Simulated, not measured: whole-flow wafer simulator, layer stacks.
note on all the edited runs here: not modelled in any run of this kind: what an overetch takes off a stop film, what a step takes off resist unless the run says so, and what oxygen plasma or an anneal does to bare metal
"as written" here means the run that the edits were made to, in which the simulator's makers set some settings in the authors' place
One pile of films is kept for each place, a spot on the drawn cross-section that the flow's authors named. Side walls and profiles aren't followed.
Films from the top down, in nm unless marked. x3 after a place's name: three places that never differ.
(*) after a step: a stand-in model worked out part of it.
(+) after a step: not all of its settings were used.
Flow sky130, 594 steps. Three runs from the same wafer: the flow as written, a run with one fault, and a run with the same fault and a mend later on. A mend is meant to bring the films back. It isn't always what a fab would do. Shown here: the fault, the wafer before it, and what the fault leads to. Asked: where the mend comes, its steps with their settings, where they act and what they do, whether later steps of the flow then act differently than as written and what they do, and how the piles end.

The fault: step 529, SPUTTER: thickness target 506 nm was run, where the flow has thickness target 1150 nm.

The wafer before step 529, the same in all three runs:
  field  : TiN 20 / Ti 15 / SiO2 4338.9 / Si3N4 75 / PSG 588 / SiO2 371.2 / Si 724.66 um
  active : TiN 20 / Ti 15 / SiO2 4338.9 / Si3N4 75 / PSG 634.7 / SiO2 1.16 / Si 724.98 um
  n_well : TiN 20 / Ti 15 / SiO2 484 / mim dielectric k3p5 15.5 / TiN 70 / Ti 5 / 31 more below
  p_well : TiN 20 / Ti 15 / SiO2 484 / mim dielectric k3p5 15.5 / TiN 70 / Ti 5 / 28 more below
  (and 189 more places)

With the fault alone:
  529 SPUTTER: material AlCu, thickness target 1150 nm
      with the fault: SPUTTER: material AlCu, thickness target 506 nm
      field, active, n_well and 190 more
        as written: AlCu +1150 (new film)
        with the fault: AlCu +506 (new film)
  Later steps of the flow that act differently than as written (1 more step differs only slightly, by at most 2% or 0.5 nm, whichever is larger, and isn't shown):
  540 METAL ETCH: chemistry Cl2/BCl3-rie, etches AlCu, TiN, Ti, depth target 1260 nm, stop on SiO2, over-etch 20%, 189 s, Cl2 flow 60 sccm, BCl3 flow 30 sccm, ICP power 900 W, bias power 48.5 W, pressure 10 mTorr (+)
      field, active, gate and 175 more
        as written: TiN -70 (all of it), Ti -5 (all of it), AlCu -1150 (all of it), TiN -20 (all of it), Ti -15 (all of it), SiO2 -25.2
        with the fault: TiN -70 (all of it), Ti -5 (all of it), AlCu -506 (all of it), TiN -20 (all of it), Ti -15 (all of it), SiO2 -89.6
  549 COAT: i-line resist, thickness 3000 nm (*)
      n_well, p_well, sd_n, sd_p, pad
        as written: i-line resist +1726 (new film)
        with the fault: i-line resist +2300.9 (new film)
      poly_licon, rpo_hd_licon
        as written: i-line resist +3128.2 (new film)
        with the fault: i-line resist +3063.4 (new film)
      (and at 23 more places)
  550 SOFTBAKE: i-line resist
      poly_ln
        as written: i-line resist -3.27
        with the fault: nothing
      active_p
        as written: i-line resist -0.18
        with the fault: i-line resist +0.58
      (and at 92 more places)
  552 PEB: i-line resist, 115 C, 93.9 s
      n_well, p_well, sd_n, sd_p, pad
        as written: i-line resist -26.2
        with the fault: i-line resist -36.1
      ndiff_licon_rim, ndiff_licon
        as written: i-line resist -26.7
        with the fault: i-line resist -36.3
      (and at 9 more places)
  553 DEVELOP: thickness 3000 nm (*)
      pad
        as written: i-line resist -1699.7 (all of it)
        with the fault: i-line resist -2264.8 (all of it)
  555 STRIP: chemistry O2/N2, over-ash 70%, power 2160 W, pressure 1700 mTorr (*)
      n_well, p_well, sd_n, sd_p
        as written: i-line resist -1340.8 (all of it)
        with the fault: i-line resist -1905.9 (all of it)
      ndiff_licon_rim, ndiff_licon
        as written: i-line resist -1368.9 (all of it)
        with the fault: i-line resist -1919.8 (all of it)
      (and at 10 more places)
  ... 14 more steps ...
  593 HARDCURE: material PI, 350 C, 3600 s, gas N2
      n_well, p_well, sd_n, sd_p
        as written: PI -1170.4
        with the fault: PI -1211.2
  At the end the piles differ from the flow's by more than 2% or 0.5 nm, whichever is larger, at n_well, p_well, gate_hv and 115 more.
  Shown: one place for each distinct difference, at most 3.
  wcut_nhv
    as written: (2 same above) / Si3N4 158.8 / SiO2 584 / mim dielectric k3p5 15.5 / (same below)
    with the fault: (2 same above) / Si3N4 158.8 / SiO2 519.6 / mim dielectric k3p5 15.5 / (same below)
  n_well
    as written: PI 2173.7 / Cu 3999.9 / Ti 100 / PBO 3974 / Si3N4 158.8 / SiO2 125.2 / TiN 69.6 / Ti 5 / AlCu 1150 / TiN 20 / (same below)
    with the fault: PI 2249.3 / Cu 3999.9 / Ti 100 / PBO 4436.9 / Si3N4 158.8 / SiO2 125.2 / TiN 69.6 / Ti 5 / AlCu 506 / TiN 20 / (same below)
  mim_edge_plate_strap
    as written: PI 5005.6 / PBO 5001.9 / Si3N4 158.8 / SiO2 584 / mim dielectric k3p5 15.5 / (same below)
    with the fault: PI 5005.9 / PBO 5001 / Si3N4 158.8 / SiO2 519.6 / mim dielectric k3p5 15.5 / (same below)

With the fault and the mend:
  The mend comes after step 529.
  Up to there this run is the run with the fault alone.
  529a SPUTTER: material AlCu, thickness target 644 nm (the flow's step 529 once more, with other settings)
      field, active, n_well and 190 more
        AlCu +644
  No later step of the flow acts differently than as written at any place that is followed.
  At the end the piles are the same as the flow's at every place that both follow.
